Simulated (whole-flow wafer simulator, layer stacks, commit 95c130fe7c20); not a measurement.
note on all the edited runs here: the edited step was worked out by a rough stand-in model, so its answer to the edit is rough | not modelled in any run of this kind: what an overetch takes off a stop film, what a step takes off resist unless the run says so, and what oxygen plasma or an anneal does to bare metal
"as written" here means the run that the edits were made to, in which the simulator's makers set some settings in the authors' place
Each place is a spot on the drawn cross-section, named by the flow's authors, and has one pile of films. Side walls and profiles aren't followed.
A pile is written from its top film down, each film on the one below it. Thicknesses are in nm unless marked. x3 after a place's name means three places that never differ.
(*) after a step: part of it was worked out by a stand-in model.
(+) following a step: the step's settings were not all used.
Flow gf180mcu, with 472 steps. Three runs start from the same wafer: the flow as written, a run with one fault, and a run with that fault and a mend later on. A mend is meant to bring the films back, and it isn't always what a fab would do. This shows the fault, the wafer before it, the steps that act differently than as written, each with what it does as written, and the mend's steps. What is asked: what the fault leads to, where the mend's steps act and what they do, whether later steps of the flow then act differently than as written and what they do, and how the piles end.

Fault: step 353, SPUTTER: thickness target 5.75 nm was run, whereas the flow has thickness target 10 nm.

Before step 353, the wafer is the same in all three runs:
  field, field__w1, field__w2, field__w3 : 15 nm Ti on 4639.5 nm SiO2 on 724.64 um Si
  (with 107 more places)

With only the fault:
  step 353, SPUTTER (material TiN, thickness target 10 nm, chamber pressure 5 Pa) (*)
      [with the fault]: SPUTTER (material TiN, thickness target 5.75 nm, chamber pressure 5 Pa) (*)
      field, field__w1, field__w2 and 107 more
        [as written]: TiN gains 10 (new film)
        [with the fault]: TiN gains 5.75 (new film)
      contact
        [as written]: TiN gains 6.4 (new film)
        [with the fault]: TiN gains 3.69 (new film)
  Steps later in the flow that act otherwise than as written (1 other step is not shown; it differs only slightly, by no more than 2% or 0.5 nm, whichever is larger):
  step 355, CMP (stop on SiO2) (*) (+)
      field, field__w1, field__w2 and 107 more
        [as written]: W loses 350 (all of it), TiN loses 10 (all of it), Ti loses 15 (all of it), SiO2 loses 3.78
        [with the fault]: W loses 350 (all of it), TiN loses 5.75 (all of it), Ti loses 15 (all of it), SiO2 loses 3.74
  At contact, the piles at the end differ from the flow's by more than 2% or 0.5 nm, whichever is larger.
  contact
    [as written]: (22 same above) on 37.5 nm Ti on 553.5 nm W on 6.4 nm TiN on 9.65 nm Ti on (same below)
    [with the fault]: (22 same above) on 37.5 nm Ti on 556.3 nm W on 3.69 nm TiN on 9.65 nm Ti on (same below)

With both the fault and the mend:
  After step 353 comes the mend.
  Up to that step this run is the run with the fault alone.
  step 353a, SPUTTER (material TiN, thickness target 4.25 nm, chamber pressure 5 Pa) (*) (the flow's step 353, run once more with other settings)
      field, field__w1, field__w2 and 107 more
        TiN gains 4.25
      contact
        TiN gains 2.72
  Every later step of the flow that is run acts as written at every place that is followed.
  At every place that both follow, the piles at the end match the flow's.
